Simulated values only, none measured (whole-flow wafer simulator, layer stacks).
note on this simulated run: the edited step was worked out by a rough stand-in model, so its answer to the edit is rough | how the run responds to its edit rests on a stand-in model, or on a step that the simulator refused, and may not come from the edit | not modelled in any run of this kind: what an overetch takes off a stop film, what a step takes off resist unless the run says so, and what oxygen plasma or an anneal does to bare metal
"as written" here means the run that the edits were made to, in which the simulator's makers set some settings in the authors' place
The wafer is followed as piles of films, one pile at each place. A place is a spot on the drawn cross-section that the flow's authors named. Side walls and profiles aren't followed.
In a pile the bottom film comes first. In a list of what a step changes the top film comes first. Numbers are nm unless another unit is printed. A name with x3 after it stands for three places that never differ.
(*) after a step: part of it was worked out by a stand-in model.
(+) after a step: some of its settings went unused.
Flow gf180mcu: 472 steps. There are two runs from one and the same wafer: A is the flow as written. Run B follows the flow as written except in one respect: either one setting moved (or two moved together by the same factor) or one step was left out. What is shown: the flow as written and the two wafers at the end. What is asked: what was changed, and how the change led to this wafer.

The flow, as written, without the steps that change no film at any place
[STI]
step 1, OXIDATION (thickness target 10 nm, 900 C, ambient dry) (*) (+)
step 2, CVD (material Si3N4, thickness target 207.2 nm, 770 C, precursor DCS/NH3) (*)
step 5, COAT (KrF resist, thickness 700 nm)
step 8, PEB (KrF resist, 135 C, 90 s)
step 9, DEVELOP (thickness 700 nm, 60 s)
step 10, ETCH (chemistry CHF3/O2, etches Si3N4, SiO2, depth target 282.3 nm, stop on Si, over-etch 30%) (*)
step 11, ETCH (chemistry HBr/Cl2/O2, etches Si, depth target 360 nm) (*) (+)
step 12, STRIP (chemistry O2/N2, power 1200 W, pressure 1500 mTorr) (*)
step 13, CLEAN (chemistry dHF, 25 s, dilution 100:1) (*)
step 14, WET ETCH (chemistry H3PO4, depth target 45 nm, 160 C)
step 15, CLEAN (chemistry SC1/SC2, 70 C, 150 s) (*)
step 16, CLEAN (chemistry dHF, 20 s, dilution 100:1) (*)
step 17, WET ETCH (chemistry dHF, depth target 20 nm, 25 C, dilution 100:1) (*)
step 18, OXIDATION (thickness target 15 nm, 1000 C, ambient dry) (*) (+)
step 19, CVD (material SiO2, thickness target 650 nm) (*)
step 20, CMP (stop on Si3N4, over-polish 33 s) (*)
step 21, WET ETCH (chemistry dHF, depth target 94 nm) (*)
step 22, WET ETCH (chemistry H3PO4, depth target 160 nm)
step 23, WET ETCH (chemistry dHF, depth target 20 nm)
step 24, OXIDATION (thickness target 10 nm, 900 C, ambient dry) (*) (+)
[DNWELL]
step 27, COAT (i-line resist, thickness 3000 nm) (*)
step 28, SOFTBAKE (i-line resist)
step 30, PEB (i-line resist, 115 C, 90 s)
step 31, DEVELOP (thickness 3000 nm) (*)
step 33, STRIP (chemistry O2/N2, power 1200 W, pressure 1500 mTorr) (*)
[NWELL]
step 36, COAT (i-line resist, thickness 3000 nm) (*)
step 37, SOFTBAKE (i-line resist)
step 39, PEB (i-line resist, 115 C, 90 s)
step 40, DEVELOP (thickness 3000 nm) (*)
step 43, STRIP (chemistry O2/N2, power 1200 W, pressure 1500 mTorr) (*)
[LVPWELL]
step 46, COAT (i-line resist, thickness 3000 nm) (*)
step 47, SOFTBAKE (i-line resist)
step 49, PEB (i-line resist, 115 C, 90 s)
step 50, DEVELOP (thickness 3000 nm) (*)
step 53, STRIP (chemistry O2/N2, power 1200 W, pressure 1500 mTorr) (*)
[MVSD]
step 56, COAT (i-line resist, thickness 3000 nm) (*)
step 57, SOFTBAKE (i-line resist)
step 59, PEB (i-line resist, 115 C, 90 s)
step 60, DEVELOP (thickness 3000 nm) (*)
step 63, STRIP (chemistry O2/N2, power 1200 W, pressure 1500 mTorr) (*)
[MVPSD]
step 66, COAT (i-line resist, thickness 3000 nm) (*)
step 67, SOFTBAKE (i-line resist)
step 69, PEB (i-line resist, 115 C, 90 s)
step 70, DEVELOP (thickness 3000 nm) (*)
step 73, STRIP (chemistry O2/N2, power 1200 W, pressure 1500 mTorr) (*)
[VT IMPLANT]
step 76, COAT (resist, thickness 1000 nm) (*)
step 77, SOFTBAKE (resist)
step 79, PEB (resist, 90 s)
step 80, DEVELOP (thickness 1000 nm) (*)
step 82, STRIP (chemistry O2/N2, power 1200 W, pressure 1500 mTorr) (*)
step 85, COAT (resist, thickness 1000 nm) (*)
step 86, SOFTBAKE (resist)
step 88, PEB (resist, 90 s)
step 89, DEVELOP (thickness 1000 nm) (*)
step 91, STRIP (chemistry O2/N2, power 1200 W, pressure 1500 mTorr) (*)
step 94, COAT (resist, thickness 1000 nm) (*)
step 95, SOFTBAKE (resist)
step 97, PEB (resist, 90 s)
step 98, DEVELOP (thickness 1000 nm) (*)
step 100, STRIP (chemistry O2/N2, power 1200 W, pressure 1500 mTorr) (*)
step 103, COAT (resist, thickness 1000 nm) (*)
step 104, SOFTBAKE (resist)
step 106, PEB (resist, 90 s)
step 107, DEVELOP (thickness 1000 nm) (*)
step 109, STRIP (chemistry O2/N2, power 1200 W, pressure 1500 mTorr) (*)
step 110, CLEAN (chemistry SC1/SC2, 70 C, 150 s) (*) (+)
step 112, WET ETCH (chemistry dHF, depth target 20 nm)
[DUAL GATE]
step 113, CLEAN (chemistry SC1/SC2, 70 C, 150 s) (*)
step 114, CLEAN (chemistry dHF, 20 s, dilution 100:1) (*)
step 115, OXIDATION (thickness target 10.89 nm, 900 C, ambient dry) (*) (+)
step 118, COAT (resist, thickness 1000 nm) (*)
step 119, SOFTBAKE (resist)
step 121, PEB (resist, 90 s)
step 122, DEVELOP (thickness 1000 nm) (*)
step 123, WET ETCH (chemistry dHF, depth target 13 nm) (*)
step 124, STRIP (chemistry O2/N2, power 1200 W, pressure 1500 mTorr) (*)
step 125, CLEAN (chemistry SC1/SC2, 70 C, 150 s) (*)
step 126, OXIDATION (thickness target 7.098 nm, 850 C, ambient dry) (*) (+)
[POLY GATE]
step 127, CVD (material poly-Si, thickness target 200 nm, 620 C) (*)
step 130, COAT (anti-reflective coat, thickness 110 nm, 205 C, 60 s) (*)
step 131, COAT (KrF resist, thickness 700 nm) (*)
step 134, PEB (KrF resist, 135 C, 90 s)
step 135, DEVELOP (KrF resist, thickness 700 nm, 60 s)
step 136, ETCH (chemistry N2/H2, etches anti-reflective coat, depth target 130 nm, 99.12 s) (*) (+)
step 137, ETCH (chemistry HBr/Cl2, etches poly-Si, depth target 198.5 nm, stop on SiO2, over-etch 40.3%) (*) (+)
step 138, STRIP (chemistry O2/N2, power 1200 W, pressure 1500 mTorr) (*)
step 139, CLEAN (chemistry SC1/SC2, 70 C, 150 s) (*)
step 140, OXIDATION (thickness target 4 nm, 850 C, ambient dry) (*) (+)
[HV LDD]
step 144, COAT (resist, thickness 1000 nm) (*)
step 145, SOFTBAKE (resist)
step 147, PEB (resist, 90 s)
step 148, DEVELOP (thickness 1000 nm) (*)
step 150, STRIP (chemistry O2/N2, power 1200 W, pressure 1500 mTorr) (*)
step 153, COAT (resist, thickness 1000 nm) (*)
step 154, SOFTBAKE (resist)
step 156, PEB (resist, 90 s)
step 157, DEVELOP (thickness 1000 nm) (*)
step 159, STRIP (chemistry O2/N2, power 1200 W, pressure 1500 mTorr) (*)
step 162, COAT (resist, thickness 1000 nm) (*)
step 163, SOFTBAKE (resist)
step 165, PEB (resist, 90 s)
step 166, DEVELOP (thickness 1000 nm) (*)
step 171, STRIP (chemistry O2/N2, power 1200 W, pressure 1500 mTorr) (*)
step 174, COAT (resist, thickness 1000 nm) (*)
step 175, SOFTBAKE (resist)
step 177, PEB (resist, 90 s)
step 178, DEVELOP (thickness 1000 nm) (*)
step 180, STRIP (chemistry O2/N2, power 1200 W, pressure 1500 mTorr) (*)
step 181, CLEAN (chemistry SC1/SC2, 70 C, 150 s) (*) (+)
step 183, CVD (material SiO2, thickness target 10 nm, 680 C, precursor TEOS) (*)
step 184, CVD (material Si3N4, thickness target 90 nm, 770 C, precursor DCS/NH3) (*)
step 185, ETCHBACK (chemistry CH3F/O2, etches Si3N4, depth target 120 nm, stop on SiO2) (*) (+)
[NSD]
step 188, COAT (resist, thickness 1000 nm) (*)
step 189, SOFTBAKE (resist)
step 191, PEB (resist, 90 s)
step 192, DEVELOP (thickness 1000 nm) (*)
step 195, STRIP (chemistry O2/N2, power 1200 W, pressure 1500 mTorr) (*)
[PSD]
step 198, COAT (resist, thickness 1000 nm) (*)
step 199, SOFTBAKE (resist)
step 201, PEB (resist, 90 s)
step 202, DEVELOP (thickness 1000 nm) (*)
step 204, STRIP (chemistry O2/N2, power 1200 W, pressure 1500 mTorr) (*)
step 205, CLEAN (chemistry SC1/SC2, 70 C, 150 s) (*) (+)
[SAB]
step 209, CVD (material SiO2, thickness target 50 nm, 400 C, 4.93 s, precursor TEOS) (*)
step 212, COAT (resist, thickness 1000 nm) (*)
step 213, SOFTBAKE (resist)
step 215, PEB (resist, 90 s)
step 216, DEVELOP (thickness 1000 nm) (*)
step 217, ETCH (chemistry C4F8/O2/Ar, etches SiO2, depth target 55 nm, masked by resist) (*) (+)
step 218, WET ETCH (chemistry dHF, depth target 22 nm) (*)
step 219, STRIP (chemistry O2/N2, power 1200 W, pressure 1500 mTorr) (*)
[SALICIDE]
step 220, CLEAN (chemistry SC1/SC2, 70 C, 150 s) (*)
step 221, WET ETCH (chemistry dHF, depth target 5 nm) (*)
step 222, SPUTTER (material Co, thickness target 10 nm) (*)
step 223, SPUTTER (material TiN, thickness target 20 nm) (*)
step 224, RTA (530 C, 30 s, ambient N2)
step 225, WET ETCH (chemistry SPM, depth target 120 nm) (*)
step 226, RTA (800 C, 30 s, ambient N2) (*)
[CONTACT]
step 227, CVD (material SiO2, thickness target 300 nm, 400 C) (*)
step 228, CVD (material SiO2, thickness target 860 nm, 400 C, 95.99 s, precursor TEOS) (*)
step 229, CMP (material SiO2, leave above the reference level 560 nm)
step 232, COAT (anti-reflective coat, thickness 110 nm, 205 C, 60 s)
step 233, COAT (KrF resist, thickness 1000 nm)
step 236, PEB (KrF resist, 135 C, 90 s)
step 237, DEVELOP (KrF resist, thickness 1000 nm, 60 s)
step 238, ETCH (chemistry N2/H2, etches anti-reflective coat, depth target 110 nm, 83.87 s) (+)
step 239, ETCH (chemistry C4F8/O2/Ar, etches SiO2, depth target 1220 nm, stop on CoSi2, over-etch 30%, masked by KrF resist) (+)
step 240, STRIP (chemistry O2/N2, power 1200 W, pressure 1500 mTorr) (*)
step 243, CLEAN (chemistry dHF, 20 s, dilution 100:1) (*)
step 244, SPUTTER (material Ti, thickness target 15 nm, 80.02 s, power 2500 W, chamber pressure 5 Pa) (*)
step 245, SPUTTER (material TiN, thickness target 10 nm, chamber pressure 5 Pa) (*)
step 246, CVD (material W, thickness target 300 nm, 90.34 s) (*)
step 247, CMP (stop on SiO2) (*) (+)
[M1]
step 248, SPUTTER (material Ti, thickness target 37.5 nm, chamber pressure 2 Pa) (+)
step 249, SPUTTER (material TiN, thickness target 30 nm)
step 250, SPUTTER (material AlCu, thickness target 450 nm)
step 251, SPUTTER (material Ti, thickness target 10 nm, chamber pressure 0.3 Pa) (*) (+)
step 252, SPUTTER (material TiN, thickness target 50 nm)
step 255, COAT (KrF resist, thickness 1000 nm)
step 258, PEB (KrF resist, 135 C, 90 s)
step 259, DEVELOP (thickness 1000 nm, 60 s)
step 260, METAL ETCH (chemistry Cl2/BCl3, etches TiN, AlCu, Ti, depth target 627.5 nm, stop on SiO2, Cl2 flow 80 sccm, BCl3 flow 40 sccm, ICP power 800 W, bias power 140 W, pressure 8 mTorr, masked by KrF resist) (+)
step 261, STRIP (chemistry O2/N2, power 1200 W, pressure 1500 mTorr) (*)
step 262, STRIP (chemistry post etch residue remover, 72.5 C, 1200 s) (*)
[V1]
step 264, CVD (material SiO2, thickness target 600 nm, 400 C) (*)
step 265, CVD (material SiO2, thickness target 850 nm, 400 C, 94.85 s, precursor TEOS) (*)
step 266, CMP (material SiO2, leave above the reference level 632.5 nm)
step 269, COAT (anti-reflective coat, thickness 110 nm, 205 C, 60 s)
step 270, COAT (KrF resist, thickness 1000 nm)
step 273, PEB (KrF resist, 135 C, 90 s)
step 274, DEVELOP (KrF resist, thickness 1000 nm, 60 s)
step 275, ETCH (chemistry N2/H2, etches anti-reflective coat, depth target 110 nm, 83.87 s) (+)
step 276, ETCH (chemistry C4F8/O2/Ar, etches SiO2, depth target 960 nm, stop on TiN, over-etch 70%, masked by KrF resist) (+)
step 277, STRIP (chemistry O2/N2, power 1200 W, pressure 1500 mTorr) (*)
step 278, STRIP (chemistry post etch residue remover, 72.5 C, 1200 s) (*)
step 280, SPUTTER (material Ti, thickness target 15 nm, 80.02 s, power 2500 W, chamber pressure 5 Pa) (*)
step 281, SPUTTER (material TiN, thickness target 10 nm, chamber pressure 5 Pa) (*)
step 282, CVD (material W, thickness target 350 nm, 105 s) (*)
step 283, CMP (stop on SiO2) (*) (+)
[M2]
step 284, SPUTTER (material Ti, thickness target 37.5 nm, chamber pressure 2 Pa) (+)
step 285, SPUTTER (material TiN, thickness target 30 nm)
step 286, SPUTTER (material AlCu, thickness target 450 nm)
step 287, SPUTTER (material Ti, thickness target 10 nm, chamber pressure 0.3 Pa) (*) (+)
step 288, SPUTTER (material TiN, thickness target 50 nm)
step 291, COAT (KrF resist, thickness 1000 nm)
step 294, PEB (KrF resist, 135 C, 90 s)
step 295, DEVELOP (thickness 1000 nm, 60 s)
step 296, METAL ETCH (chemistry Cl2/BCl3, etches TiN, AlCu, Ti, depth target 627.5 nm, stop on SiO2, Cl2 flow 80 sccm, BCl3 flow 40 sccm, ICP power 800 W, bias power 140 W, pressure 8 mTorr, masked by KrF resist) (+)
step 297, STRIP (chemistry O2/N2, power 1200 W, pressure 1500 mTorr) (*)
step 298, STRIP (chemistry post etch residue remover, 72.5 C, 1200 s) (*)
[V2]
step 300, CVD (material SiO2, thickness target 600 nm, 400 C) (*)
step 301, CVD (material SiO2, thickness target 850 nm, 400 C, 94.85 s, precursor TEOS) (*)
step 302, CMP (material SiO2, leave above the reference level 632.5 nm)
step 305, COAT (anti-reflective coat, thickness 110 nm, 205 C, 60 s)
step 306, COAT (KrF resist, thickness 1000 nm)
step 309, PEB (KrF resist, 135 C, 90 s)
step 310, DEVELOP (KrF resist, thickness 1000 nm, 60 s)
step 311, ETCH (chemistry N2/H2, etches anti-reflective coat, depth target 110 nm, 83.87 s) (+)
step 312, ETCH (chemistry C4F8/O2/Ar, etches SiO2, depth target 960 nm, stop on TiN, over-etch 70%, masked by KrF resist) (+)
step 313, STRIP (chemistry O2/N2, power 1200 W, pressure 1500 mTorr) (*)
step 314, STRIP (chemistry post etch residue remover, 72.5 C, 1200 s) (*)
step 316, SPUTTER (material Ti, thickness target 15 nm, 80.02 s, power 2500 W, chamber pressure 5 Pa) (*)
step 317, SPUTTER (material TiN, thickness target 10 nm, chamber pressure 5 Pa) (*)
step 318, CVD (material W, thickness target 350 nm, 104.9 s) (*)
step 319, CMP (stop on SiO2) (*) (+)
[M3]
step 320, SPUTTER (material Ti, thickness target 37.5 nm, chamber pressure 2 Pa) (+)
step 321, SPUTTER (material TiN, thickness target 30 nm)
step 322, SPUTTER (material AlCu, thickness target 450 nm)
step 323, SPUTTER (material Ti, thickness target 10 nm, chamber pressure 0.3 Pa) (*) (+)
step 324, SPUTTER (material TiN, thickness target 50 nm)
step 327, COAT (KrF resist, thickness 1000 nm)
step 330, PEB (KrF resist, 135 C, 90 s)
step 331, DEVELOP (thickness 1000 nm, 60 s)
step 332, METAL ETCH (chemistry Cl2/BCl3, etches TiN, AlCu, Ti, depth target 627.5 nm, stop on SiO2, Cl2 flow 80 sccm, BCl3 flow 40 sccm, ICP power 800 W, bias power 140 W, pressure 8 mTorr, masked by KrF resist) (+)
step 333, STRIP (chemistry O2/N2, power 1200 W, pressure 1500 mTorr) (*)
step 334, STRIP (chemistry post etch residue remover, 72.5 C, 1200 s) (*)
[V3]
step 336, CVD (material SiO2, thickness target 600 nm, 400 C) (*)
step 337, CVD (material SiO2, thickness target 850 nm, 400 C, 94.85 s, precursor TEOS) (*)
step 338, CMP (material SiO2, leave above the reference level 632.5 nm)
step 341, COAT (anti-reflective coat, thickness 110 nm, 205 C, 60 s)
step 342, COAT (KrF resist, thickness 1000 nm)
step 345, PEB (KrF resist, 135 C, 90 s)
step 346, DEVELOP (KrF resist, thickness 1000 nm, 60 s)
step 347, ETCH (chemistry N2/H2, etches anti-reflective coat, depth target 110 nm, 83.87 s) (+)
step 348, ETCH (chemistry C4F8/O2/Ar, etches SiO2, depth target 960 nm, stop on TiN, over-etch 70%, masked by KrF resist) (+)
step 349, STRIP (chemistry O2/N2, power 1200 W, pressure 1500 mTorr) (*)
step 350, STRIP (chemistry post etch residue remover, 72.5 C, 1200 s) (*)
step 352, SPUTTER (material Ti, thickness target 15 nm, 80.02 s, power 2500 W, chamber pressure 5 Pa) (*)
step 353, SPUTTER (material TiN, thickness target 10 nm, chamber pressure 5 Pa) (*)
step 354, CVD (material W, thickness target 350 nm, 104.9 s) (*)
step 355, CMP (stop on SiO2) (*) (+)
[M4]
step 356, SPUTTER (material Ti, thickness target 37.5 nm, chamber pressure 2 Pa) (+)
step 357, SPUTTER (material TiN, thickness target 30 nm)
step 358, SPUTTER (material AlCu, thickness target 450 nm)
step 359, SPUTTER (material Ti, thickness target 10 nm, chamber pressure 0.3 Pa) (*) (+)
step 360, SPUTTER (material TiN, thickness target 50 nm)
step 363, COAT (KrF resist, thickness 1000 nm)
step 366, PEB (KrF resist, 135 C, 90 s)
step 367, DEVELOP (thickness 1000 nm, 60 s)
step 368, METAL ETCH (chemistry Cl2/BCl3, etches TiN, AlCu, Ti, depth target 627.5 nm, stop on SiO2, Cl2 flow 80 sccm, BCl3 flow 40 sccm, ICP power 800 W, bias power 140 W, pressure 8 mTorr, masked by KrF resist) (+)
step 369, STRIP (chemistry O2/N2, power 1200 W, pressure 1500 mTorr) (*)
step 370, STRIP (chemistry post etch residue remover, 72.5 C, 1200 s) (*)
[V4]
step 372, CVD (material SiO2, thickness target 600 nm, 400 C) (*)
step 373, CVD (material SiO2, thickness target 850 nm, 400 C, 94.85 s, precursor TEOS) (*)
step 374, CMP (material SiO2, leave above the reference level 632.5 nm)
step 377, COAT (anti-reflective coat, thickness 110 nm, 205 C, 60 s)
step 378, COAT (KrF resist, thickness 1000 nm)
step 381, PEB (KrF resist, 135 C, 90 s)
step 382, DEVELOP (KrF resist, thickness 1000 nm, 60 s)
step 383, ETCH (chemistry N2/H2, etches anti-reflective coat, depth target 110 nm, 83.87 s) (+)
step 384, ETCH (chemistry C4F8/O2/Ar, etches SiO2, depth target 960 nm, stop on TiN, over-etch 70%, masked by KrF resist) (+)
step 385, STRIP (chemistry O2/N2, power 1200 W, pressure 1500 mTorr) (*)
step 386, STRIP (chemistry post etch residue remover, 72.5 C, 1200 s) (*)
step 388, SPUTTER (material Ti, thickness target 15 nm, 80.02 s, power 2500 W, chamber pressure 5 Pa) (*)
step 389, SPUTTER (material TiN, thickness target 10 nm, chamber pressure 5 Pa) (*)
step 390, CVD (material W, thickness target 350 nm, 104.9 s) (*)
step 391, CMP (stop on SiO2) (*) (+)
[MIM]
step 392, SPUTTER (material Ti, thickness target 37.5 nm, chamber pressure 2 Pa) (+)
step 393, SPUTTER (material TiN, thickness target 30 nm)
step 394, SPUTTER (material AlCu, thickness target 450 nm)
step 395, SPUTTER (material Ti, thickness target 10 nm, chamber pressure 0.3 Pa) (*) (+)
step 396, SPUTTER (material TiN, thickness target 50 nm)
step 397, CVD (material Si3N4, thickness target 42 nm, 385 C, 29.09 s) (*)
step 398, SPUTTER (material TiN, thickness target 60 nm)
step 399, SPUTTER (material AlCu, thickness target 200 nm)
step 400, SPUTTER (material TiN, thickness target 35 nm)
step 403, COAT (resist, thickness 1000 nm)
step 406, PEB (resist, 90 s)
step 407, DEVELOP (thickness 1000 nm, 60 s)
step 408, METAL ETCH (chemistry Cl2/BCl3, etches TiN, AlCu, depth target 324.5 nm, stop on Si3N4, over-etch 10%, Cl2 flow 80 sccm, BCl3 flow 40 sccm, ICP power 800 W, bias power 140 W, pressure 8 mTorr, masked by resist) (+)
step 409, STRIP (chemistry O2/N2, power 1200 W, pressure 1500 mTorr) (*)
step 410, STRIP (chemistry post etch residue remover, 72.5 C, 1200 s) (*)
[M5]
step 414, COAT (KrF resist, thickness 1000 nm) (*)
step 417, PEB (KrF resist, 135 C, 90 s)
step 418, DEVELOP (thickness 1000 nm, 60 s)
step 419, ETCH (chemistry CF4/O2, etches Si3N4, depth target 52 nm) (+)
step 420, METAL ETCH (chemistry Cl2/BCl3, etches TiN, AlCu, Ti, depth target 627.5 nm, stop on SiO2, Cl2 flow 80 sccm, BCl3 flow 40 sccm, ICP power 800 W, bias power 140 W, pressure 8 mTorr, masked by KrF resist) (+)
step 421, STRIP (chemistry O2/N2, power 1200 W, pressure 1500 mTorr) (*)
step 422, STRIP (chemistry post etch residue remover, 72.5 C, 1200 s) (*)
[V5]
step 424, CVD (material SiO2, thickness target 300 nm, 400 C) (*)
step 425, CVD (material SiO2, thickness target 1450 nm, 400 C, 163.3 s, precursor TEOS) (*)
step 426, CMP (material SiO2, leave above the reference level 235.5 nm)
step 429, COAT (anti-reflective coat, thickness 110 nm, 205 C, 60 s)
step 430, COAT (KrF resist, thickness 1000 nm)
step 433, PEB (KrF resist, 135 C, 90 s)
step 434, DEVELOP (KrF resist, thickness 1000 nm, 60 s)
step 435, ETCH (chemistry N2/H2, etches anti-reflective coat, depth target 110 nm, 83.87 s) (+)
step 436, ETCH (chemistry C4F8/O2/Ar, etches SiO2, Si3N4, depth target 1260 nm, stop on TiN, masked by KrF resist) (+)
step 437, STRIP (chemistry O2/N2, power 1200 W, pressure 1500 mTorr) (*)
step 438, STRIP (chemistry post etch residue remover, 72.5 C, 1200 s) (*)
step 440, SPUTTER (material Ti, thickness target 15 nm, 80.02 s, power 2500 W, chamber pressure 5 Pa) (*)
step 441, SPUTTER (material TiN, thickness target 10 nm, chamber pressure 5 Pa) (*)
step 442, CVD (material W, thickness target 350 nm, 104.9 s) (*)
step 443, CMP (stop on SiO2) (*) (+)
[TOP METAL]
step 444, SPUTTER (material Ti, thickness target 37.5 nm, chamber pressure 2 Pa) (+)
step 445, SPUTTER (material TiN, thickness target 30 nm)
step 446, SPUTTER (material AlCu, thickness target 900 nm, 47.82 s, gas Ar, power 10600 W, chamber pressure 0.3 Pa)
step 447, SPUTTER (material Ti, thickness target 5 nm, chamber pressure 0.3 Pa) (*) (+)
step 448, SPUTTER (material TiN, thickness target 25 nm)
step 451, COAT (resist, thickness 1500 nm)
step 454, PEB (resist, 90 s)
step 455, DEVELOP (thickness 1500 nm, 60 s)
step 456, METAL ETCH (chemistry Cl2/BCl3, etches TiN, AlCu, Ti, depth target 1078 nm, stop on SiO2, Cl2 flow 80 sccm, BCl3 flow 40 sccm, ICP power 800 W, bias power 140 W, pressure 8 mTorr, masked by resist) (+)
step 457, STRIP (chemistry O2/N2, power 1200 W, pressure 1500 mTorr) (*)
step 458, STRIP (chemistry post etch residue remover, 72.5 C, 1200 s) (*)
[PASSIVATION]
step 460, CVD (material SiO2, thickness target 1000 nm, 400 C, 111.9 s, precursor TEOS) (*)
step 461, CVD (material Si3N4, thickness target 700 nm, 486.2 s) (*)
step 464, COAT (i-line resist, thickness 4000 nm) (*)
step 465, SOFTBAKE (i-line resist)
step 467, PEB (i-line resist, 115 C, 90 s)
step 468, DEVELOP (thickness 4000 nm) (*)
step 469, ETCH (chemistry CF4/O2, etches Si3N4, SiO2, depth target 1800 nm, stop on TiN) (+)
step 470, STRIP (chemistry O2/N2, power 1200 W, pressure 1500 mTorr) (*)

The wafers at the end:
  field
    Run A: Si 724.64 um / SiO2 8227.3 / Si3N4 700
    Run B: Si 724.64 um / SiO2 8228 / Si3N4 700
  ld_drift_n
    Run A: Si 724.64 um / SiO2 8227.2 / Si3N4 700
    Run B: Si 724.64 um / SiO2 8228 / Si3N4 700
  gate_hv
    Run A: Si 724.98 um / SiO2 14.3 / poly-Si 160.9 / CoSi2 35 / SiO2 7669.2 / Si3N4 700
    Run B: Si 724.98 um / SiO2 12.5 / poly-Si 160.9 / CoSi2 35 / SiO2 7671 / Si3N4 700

What caused this: step 126, OXIDATION: thickness target 4.969 nm was run, whereas the flow has thickness target 7.098 nm.

The path from the change to this, step by step:
  step 126, OXIDATION (thickness target 7.098 nm, 850 C, ambient dry) (*) (+)
      gate_hv, active_hv, active_nat and 25 more: A +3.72 SiO2, -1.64 Si | B +1.93 SiO2, -0.85 Si
      active, n_well, p_well and 12 more: A +7.1 SiO2 (new film), -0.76 chemical SiO2 (all of it), -2.79 Si | B +4.97 SiO2 (new film), -0.76 chemical SiO2 (all of it), -1.85 Si
  step 189, SOFTBAKE (resist)
      field__w9: A +1.85 resist | B -1.04 resist
      active_hv: A +0.78 resist | B +0.19 resist
      (also at 1 further place)
  step 199, SOFTBAKE (resist)
      field__w9: A +1.85 resist | B -1.04 resist
      active_hv: A +0.78 resist | B +0.19 resist
      (also at 1 further place)
  step 218, WET ETCH (chemistry dHF, depth target 22 nm) (*)
      active, p_well, sd_n, iso_ptap_pw, iso_ntap_nw, iso_ptap_sub, vpnp_e: A -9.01 SiO2 (all of it) | B -7.08 SiO2 (all of it)
      ldn_tap, ldn_src, ldn_drn, ldp_tap, ldp_src, ldp_drn, ldp_gr: A -16 SiO2 (all of it) | B -14.3 SiO2 (all of it)
      (also at 9 further places)
  step 223, SPUTTER (material TiN, thickness target 20 nm) (*)
      field__w12: A +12 TiN (new film) | B +12.6 TiN (new film)
  step 225, WET ETCH (chemistry SPM, depth target 120 nm) (*)
      field__w12: A -12 TiN (all of it), -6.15 Co (all of it) | B -12.6 TiN (all of it), -6.15 Co (all of it)
